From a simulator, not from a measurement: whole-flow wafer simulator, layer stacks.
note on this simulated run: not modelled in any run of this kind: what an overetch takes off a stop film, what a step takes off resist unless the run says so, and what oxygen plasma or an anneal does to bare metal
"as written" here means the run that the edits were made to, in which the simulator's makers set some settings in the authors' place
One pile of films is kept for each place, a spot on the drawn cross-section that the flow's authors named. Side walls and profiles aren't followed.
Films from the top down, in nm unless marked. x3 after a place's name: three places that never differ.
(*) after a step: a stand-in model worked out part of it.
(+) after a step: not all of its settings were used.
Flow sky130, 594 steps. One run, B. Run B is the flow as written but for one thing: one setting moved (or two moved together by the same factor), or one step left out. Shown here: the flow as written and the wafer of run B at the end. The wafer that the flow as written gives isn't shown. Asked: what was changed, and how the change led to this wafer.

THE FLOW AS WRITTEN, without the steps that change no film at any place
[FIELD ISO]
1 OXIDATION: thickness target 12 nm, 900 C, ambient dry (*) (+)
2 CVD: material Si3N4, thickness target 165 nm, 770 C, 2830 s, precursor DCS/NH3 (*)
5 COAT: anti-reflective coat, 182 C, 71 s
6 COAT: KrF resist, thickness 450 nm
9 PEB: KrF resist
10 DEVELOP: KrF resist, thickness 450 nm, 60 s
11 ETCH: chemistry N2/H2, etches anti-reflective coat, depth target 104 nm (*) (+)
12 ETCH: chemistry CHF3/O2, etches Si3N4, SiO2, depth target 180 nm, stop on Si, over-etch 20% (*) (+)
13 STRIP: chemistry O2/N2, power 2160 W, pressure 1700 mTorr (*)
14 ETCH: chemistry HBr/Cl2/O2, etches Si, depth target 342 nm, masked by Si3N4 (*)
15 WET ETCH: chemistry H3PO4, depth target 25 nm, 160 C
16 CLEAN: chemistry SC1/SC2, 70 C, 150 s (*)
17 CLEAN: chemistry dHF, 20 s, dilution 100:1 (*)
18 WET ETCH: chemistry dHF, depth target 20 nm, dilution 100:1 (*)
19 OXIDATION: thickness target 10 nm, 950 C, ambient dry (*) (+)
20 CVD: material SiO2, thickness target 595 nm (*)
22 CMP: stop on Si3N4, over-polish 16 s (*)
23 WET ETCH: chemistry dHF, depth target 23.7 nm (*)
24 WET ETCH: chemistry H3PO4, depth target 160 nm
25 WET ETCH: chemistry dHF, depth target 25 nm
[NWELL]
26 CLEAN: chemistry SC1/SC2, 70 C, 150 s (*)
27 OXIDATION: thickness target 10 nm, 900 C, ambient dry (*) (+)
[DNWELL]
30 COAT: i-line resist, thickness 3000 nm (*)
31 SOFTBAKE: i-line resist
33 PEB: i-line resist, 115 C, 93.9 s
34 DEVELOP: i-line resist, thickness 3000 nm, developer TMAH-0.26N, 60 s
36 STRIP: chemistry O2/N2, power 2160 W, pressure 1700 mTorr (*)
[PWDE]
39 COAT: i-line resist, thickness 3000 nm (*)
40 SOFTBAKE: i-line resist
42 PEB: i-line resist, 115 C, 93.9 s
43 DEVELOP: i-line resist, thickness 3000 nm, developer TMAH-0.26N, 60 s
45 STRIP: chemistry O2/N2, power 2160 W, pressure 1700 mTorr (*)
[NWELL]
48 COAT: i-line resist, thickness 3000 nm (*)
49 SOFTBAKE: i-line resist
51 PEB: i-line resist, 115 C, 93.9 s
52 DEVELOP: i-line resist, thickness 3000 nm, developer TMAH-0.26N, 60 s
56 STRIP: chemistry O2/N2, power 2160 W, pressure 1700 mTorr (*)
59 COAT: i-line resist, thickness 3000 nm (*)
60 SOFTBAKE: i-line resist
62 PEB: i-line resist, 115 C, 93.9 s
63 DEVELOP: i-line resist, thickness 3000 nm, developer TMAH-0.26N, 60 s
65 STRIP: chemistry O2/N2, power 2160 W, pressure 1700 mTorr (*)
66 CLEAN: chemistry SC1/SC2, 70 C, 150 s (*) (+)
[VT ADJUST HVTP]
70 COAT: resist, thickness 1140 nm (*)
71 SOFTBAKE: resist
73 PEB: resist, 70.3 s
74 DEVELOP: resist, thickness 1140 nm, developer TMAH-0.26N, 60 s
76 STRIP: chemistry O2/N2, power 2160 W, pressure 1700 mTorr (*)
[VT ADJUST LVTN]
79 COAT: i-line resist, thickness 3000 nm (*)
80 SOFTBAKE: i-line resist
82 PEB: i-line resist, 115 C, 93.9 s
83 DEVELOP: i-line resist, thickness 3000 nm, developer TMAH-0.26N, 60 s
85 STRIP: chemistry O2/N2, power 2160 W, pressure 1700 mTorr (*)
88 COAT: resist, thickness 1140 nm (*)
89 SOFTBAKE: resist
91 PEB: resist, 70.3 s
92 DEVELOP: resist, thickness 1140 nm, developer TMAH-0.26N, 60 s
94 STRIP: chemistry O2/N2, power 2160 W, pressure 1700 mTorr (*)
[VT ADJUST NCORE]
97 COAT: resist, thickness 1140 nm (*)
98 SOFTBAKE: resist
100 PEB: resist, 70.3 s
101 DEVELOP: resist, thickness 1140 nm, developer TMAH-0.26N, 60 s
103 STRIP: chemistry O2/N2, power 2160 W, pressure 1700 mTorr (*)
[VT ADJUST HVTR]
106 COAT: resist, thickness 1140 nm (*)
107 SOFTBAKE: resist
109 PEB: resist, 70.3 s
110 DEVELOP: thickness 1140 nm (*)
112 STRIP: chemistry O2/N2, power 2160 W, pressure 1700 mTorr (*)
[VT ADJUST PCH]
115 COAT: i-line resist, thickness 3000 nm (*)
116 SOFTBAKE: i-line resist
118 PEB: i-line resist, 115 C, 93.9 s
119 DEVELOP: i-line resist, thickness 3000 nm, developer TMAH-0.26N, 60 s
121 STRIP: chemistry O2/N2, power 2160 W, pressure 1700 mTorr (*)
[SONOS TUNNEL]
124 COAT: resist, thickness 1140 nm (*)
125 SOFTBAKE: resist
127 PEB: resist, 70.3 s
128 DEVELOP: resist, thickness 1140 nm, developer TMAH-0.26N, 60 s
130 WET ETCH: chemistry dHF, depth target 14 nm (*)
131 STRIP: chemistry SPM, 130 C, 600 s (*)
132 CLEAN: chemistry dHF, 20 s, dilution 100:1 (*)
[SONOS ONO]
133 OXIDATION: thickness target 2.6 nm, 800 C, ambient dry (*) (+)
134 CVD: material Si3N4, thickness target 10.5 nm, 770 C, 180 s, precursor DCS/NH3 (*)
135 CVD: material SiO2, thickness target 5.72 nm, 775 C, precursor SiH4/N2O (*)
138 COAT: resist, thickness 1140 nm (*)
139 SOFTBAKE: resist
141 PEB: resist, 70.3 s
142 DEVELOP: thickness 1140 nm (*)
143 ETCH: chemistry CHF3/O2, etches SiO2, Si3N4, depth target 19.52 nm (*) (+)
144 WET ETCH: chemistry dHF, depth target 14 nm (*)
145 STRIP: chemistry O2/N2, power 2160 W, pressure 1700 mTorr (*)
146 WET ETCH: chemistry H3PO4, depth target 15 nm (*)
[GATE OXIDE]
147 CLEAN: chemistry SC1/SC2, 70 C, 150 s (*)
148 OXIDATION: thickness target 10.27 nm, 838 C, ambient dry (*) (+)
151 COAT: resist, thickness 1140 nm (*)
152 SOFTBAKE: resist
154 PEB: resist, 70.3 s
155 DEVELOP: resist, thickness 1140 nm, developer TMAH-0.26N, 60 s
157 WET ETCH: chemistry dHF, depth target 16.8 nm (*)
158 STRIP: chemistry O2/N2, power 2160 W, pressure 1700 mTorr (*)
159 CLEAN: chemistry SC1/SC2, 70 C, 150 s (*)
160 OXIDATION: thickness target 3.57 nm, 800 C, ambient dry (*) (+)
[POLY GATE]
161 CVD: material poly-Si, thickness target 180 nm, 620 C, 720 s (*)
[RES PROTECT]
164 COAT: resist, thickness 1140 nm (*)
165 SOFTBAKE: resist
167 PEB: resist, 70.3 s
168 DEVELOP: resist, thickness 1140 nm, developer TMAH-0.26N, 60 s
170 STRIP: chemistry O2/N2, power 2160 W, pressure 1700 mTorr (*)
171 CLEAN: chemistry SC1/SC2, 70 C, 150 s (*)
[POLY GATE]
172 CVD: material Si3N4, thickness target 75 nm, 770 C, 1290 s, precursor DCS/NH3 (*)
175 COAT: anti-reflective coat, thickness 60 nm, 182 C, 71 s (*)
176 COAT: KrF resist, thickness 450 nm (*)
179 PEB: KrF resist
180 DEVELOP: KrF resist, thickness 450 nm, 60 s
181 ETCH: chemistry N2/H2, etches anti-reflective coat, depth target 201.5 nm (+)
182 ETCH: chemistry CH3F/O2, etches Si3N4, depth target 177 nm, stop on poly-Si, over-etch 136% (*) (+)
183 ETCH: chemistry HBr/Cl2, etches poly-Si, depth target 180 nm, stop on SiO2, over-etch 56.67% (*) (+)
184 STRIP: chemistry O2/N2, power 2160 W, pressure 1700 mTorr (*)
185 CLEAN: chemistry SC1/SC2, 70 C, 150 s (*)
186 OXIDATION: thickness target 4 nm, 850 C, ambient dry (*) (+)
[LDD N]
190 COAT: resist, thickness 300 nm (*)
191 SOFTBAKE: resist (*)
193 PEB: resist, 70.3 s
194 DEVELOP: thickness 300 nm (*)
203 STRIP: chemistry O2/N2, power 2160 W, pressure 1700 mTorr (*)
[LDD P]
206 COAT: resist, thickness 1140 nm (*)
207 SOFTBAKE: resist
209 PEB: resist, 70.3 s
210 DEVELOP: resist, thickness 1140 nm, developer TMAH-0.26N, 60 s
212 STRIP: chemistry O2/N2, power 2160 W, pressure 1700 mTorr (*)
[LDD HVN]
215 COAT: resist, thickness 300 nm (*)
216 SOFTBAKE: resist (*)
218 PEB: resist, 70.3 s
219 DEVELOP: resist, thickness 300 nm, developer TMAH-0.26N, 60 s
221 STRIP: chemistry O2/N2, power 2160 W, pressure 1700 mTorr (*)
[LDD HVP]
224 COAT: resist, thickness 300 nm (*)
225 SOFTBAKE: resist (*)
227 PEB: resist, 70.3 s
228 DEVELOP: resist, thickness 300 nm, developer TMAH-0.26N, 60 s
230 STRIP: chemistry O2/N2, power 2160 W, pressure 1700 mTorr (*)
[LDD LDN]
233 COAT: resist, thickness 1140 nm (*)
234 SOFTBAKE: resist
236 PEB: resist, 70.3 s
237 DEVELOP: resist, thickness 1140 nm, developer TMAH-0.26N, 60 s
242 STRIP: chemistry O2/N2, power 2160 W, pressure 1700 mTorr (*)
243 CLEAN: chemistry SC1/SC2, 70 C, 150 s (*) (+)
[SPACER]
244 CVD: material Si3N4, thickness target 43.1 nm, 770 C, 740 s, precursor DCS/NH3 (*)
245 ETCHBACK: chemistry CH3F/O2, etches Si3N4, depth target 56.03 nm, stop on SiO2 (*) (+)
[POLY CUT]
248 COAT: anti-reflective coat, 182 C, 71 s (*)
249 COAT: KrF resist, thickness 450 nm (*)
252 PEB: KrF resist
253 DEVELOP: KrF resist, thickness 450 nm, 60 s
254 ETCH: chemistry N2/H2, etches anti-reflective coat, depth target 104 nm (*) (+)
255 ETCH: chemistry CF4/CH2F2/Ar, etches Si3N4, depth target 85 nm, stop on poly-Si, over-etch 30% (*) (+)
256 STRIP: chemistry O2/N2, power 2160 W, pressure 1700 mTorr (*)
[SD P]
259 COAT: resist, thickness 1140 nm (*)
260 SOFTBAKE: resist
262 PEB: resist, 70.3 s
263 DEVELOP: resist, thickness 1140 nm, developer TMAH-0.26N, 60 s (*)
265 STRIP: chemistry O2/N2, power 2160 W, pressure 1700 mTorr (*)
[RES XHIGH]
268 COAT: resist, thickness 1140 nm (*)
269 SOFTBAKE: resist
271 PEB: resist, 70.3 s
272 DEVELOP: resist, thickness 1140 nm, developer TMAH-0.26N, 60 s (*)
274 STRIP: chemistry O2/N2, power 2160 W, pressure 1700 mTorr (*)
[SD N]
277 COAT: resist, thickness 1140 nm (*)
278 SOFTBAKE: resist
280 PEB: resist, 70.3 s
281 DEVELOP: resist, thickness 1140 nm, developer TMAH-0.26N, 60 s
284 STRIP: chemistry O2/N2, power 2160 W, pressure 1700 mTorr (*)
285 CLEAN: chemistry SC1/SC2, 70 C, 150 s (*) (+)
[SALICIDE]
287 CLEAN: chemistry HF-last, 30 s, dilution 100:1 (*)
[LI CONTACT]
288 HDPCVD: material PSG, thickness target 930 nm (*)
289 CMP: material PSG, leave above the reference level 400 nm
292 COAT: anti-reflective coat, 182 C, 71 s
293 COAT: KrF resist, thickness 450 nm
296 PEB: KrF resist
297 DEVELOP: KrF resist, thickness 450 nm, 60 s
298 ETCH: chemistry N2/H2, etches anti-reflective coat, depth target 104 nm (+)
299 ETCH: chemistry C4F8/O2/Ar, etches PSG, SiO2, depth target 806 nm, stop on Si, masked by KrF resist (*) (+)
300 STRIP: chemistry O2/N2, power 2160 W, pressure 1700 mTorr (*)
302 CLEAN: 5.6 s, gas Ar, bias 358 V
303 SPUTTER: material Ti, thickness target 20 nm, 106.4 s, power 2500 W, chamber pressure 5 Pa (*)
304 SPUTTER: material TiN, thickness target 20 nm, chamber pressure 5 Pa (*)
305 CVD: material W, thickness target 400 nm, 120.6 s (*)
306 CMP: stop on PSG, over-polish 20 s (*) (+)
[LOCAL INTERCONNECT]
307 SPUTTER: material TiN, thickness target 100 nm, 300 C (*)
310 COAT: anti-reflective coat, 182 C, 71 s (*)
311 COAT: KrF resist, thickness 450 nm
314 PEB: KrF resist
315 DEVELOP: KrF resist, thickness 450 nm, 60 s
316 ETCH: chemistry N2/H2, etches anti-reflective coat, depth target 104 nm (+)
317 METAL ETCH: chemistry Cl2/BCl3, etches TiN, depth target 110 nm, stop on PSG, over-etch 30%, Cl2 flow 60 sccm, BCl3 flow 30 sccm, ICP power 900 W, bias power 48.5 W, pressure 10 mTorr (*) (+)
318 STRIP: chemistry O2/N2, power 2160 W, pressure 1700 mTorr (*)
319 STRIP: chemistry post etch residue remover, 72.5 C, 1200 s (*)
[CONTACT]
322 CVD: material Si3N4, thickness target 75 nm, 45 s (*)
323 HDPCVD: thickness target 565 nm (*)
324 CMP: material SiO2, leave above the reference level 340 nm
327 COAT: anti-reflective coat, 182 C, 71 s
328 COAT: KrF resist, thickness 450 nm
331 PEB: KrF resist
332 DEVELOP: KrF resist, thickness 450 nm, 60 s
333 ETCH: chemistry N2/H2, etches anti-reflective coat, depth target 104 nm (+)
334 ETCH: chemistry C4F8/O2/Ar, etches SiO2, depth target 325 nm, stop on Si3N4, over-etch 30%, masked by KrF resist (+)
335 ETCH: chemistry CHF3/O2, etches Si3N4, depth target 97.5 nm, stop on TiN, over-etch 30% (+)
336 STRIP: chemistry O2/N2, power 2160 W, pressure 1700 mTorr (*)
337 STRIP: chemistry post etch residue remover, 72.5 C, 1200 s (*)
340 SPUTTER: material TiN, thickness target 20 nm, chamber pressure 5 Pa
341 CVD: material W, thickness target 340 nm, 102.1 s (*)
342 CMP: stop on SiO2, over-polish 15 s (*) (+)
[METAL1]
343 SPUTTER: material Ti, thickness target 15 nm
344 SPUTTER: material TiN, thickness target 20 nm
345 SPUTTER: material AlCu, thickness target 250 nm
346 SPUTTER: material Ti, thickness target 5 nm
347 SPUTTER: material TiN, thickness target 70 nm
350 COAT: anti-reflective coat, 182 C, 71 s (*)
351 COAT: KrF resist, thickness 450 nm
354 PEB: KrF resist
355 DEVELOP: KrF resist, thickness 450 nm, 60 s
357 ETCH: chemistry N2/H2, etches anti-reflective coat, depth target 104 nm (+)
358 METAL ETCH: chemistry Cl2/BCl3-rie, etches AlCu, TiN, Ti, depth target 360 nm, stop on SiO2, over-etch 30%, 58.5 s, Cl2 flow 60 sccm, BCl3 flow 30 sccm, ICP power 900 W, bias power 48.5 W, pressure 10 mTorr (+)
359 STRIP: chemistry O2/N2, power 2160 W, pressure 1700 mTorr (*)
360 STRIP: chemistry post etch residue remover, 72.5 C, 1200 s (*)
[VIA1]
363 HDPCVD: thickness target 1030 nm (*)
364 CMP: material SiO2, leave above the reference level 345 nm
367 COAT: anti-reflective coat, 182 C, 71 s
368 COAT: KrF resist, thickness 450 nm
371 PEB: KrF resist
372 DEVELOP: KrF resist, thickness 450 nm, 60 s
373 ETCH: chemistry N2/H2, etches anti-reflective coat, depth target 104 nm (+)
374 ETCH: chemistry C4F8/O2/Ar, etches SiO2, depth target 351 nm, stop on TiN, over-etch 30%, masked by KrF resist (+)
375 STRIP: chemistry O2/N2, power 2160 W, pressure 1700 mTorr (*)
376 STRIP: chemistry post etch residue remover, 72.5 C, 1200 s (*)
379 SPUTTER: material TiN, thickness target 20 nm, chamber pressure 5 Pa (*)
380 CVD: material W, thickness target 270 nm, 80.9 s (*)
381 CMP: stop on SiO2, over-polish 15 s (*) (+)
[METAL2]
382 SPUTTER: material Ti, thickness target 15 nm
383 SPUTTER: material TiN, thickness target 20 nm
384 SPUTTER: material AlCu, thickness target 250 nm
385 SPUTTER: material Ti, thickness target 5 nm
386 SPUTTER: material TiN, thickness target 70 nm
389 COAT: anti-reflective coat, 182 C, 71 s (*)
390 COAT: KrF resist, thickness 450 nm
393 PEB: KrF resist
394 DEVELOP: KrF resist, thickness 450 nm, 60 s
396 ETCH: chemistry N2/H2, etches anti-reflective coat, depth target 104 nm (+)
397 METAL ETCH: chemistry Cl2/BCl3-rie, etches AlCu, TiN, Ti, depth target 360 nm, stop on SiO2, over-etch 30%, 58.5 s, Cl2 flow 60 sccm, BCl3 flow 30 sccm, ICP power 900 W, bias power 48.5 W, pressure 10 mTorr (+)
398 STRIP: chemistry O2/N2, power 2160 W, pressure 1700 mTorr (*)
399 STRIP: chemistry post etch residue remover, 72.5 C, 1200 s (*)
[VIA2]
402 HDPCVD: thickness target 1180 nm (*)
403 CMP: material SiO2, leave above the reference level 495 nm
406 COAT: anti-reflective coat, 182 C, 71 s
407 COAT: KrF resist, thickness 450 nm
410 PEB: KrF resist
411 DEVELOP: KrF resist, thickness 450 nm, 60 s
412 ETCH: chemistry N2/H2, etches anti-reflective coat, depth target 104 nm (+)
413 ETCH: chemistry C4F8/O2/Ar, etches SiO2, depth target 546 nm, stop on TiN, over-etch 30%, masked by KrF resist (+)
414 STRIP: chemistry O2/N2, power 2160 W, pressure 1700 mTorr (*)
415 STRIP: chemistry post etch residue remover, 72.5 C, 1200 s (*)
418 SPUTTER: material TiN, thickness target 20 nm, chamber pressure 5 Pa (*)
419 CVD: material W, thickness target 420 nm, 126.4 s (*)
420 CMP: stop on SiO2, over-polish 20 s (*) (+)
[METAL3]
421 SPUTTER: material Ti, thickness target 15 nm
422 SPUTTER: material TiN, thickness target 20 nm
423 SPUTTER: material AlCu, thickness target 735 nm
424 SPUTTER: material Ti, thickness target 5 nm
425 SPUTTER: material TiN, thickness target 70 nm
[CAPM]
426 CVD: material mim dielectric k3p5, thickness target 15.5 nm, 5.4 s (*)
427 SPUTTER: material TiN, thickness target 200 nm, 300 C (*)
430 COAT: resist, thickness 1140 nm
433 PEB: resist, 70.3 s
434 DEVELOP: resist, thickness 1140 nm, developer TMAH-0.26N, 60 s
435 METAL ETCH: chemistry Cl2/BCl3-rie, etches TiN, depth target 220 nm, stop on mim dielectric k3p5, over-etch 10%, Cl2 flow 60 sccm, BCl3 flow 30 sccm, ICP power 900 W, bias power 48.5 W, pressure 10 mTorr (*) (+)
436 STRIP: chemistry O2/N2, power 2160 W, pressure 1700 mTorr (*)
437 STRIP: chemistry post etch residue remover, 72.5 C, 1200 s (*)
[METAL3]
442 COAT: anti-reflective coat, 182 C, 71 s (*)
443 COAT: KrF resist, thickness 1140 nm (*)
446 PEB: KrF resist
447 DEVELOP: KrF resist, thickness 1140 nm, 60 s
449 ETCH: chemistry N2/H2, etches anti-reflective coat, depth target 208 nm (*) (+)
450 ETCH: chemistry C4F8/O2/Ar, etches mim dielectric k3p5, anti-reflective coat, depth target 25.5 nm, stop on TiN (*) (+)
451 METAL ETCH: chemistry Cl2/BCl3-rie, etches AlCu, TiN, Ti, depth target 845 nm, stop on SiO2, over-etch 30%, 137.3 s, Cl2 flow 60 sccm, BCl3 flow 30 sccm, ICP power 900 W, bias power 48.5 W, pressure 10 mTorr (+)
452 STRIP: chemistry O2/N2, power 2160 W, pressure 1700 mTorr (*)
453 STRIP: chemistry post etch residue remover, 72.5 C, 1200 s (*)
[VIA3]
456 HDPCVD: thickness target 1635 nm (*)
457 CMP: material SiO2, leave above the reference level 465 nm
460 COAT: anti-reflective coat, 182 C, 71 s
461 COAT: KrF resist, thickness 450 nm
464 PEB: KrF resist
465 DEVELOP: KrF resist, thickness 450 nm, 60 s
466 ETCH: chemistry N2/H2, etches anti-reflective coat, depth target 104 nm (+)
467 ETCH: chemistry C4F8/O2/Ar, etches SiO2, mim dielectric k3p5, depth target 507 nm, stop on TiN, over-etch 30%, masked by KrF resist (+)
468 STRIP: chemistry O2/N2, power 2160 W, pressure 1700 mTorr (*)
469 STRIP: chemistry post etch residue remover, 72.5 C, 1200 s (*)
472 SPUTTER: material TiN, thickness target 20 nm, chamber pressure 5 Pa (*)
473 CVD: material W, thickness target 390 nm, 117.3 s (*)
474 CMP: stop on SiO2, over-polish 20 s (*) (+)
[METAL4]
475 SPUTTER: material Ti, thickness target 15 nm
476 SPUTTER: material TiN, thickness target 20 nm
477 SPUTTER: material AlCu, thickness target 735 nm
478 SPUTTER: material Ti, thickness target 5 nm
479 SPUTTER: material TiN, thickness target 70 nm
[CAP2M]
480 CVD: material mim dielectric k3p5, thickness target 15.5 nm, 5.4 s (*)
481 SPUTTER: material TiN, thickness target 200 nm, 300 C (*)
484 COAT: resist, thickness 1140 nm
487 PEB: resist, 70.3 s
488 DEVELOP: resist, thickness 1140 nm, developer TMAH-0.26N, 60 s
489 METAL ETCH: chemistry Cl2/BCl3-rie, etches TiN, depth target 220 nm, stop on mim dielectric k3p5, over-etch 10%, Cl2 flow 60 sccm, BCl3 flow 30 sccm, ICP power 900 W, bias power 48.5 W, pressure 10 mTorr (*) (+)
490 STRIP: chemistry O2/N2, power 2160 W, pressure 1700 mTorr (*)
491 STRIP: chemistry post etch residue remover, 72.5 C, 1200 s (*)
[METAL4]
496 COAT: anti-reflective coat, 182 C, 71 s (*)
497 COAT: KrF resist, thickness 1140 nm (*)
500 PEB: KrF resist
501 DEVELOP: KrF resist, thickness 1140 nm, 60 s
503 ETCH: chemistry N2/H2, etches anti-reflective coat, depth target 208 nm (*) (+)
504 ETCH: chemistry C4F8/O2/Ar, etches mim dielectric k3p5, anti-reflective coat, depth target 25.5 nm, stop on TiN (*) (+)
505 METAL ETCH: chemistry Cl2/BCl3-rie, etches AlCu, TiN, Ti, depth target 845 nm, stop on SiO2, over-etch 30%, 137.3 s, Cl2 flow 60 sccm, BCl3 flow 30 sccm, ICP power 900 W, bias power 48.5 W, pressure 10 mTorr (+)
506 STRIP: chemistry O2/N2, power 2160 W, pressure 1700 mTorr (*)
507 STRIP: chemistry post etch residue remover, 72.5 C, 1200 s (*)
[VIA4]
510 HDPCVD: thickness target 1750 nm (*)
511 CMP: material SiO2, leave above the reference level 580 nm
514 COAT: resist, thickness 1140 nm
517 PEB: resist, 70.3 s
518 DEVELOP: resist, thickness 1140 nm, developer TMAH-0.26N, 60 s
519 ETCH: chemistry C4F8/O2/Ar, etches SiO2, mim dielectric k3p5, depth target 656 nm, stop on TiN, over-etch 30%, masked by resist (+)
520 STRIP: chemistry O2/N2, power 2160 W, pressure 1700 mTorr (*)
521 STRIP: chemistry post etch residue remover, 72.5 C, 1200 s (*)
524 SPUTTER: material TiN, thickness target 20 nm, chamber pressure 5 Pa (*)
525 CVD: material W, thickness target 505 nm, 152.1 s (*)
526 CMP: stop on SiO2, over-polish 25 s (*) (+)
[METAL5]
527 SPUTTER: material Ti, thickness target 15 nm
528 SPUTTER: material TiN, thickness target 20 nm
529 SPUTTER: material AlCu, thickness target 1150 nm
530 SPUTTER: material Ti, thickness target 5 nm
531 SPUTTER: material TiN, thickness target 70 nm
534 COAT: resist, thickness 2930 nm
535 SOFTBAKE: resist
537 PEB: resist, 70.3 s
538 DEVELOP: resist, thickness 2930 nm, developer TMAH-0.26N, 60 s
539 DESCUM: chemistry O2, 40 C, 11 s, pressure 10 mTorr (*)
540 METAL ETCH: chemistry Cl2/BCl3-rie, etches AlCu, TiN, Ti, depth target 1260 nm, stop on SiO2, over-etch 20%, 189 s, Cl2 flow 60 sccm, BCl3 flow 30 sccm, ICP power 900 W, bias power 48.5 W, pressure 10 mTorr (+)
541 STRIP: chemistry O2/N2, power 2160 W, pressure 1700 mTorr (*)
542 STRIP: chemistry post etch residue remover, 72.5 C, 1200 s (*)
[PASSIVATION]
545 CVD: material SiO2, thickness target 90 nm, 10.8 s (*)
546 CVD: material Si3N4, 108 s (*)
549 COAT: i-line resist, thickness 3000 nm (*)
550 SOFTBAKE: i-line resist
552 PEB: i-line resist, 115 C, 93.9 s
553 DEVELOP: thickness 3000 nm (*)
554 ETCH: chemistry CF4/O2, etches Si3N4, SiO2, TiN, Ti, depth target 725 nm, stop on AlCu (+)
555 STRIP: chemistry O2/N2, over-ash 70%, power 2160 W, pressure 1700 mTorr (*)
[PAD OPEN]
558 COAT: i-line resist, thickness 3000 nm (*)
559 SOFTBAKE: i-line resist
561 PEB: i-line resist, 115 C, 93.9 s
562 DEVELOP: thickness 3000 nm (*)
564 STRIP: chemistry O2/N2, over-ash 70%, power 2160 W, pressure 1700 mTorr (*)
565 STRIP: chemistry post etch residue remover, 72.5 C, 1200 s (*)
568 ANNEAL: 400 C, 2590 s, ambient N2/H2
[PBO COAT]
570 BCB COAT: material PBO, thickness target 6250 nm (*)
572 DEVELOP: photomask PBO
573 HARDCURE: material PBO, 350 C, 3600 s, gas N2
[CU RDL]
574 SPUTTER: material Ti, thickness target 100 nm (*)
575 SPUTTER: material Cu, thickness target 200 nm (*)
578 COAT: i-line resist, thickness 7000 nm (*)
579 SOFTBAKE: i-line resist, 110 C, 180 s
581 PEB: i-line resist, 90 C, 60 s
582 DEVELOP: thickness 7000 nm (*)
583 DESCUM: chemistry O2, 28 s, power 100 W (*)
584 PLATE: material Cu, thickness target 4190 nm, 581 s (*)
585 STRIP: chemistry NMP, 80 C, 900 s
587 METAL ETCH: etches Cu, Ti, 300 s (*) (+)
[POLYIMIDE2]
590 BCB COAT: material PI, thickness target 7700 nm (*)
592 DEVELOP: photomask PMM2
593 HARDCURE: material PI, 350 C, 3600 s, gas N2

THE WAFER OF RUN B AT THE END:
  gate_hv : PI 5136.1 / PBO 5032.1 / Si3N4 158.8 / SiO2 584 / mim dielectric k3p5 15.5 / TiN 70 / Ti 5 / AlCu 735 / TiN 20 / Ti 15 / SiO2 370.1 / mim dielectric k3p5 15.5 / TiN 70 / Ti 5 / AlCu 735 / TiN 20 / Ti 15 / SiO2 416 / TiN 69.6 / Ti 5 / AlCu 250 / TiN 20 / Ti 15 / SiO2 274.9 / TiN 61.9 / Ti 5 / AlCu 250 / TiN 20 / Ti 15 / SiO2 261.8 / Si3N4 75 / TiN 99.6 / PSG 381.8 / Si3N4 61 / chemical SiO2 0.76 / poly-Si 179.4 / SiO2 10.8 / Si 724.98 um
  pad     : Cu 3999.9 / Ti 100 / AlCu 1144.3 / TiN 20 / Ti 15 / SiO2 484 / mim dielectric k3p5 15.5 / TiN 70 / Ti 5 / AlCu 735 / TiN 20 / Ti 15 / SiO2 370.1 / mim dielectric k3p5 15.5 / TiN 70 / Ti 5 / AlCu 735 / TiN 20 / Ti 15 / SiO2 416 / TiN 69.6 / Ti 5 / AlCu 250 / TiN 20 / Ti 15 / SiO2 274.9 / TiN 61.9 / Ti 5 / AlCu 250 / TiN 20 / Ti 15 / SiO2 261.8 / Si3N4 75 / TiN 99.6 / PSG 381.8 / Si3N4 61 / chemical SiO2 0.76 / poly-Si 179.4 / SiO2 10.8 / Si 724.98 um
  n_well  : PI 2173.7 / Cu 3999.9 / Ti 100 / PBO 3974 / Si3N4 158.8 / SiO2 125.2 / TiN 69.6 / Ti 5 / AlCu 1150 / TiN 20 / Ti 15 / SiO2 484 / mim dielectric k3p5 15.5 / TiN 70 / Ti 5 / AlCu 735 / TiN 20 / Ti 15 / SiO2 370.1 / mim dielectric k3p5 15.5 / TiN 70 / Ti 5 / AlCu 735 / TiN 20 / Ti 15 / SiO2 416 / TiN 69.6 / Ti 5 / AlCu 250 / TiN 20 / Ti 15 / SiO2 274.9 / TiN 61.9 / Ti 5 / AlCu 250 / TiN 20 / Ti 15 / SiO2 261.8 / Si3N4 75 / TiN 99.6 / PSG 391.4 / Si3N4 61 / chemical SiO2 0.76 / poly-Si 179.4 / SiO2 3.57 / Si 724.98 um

The cause: step 347, SPUTTER: thickness target 62.3 nm was run, where the flow has thickness target 70 nm.

How the change led to this, step by step:
  347 SPUTTER: material TiN, thickness target 70 nm
      field, active, n_well and 188 more: TiN +62.3 (new film) (as written it would be: TiN +70 (new film))
  358 METAL ETCH: chemistry Cl2/BCl3-rie, etches AlCu, TiN, Ti, depth target 360 nm, stop on SiO2, over-etch 30%, 58.5 s, Cl2 flow 60 sccm, BCl3 flow 30 sccm, ICP power 900 W, bias power 48.5 W, pressure 10 mTorr (+)
      field, active, gate and 81 more: TiN -61 (all of it), Ti -5 (all of it), AlCu -250 (all of it), TiN -20 (all of it), Ti -15 (all of it), SiO2 -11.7 (as written it would be: TiN -68.7 (all of it), Ti -5 (all of it), AlCu -250 (all of it), TiN -20 (all of it), Ti -15 (all of it), SiO2 -10.9)
  374 ETCH: chemistry C4F8/O2/Ar, etches SiO2, depth target 351 nm, stop on TiN, over-etch 30%, masked by KrF resist (+)
      m1, via1_hole: SiO2 -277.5 (all of it) (as written it would be: SiO2 -269.8 (all of it))
